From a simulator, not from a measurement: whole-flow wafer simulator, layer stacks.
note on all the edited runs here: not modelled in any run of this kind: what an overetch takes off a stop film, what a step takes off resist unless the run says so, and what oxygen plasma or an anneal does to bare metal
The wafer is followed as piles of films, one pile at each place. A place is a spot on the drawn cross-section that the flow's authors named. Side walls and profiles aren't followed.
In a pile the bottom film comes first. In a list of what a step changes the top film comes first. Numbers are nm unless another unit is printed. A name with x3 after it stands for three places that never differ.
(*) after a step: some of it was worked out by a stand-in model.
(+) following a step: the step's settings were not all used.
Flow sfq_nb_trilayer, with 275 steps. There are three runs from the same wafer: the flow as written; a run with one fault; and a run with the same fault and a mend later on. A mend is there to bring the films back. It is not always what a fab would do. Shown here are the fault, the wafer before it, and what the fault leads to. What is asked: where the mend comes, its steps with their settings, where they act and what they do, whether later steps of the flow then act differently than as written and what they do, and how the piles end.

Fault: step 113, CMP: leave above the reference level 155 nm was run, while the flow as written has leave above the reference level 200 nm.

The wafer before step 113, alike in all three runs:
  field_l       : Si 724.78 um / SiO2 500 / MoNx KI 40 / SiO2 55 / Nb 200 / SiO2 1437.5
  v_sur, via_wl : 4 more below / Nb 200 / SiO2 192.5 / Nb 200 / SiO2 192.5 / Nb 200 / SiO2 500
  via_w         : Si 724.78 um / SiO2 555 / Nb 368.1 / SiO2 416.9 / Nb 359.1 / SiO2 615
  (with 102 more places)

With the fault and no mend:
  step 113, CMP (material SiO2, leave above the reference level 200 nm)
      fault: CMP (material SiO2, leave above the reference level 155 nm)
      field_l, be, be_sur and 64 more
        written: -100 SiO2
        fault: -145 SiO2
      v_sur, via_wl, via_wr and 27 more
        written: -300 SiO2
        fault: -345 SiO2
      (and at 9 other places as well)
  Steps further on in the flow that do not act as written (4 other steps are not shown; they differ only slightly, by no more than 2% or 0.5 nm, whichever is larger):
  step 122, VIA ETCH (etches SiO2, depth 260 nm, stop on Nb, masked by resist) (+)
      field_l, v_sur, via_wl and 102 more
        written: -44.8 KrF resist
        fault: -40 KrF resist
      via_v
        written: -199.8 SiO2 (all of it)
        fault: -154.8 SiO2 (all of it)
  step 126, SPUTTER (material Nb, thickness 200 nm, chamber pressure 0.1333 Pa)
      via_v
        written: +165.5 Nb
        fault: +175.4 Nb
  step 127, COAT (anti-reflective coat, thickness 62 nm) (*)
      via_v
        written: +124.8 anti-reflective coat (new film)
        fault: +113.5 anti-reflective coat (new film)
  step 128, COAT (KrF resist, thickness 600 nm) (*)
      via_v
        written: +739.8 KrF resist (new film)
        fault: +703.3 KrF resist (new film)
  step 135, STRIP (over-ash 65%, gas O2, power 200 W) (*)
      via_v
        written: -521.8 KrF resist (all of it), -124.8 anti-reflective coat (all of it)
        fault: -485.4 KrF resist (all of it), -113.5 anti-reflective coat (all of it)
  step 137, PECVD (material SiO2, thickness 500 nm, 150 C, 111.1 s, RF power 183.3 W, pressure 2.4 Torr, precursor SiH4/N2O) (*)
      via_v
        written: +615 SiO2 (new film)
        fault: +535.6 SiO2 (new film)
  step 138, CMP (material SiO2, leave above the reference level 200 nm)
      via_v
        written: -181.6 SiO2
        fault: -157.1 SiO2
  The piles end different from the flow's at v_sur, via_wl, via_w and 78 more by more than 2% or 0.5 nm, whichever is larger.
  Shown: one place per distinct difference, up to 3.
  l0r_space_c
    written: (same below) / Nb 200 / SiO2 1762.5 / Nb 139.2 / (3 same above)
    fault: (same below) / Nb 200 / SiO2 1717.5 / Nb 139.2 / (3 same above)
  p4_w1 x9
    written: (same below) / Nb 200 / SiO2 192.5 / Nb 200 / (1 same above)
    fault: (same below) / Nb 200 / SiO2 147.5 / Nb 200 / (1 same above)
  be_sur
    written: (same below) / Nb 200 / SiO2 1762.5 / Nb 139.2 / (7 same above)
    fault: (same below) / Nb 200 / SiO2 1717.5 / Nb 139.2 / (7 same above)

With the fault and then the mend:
  The mend follows step 120.
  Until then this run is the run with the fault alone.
  step 120a, STRIP (over-ash 65%, gas O2, power 200 W) (*)
      field_l, v_sur, via_wl and 102 more
        -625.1 KrF resist (all of it), -62 anti-reflective coat (all of it)
      via_v
        -62 anti-reflective coat (all of it)
  step 120b, PECVD (material SiO2, thickness 45 nm, 150 C, 10 s, RF power 183.3 W, pressure 2.4 Torr, precursor SiH4/N2O) (the flow's step 112 again, with other settings)
      field_l, v_sur, via_wl and 103 more
        +45 SiO2
  step 120c, COAT (anti-reflective coat, thickness 62 nm) (the flow's step 115 again)
      field_l, v_sur, via_wl and 103 more
        +62 anti-reflective coat (new film)
  step 120d, COAT (KrF resist, thickness 650 nm) (the flow's step 116 again)
      field_l, v_sur, via_wl and 103 more
        +650 KrF resist (new film)
  step 120e, SOFTBAKE (KrF resist) (the flow's step 117 again)
      alters no film at any place that is followed
  step 120f, EXPOSE (photomask I3, dose 11.91 mJ/cm2, NA 0.6, wavelength 248 nm) (*) (the flow's step 118 again)
      alters no film at any place that is followed
  step 120g, PEB (KrF resist, 90 s) (the flow's step 119 again)
      field_l, v_sur, via_wl and 103 more
        -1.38 KrF resist
  step 120h, DEVELOP (KrF resist, thickness 650 nm, 60 s) (the flow's step 120 again)
      field_l, v_sur, via_wl and 102 more
        -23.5 KrF resist
      via_v
        -648.6 KrF resist (all of it)
  Later steps of the flow that are run all act as written at every place that is followed, up to a difference of at most 2% or 0.5 nm, whichever is larger.
  At every place that both follow, the piles at the end match the flow's.
